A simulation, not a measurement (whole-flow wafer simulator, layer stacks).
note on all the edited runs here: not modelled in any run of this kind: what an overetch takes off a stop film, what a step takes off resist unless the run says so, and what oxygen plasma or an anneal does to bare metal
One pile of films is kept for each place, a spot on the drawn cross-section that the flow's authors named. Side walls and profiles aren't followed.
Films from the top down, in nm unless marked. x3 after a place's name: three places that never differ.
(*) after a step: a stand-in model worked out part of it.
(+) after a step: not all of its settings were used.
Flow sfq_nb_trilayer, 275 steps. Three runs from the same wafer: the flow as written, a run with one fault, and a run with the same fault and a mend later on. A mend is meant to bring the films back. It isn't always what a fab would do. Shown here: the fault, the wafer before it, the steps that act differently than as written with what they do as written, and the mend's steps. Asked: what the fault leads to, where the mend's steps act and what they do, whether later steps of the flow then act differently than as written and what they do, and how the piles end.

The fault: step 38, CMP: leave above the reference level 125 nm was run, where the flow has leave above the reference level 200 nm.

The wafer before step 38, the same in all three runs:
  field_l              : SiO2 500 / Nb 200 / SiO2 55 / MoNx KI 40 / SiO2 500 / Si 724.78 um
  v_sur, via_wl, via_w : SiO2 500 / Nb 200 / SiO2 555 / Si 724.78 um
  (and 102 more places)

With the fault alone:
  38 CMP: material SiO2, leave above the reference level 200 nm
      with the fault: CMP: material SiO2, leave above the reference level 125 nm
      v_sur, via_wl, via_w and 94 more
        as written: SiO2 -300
        with the fault: SiO2 -375
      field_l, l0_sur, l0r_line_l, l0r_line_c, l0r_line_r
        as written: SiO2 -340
        with the fault: SiO2 -415
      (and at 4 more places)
  Later steps of the flow that act differently than as written (3 more steps differ only slightly, by at most 2% or 0.5 nm, whichever is larger, and aren't shown):
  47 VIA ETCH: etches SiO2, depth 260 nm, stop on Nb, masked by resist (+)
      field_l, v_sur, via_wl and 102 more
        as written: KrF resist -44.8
        with the fault: KrF resist -32.3
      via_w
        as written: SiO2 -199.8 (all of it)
        with the fault: SiO2 -124.8 (all of it)
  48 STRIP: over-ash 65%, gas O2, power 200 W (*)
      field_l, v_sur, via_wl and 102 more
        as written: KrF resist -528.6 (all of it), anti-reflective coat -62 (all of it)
        with the fault: KrF resist -541.1 (all of it), anti-reflective coat -62 (all of it)
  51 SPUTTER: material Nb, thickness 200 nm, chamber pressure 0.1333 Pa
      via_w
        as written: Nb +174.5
        with the fault: Nb +189.6
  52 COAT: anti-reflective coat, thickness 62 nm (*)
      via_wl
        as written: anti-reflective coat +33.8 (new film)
        with the fault: anti-reflective coat +38.7 (new film)
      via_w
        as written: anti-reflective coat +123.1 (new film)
        with the fault: anti-reflective coat +106 (new film)
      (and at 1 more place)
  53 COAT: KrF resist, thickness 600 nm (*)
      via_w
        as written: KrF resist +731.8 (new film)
        with the fault: KrF resist +671 (new film)
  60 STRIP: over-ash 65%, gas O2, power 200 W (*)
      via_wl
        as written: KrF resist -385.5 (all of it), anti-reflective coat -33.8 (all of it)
        with the fault: KrF resist -390.1 (all of it), anti-reflective coat -38.7 (all of it)
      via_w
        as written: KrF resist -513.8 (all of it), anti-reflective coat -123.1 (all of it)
        with the fault: KrF resist -453.2 (all of it), anti-reflective coat -106 (all of it)
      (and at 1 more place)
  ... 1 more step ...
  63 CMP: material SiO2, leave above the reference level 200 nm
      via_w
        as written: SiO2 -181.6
        with the fault: SiO2 -165.6
  At the end the piles differ from the flow's by more than 2% or 0.5 nm, whichever is larger, at field_l, v_sur, via_wl and 103 more.
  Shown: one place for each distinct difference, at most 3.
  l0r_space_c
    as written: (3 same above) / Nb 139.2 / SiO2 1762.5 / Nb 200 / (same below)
    with the fault: (3 same above) / Nb 139.2 / SiO2 1687.5 / Nb 200 / (same below)
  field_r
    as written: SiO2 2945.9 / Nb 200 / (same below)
    with the fault: SiO2 2870.9 / Nb 200 / (same below)
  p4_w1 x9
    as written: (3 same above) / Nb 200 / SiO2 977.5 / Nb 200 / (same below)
    with the fault: (3 same above) / Nb 200 / SiO2 902.5 / Nb 200 / (same below)

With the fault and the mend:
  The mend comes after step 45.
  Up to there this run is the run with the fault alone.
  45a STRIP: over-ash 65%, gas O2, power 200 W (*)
      field_l, v_sur, via_wl and 102 more
        KrF resist -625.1 (all of it), anti-reflective coat -62 (all of it)
      via_w
        anti-reflective coat -62 (all of it)
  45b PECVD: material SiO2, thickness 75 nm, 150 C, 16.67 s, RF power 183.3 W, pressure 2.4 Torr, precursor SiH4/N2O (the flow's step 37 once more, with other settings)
      field_l, v_sur, via_wl and 103 more
        SiO2 +75
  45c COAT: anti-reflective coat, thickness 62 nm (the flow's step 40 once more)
      field_l, v_sur, via_wl and 103 more
        anti-reflective coat +62 (new film)
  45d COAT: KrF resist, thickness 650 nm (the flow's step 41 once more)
      field_l, v_sur, via_wl and 103 more
        KrF resist +650 (new film)
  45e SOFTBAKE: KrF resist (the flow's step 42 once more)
      changes no film at any place that is followed
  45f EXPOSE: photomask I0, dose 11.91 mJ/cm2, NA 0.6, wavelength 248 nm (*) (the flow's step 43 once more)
      changes no film at any place that is followed
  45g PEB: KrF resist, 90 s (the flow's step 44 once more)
      field_l, v_sur, via_wl and 103 more
        KrF resist -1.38
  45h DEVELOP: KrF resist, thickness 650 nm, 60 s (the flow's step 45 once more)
      field_l, v_sur, via_wl and 102 more
        KrF resist -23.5
      via_w
        KrF resist -648.6 (all of it)
  No later step of the flow acts differently than as written, at any place that is followed, by more than 2% or 0.5 nm, whichever is larger.
  At the end the piles differ from the flow's only slightly at the places that both follow, by at most 2% or 0.5 nm, whichever is larger.
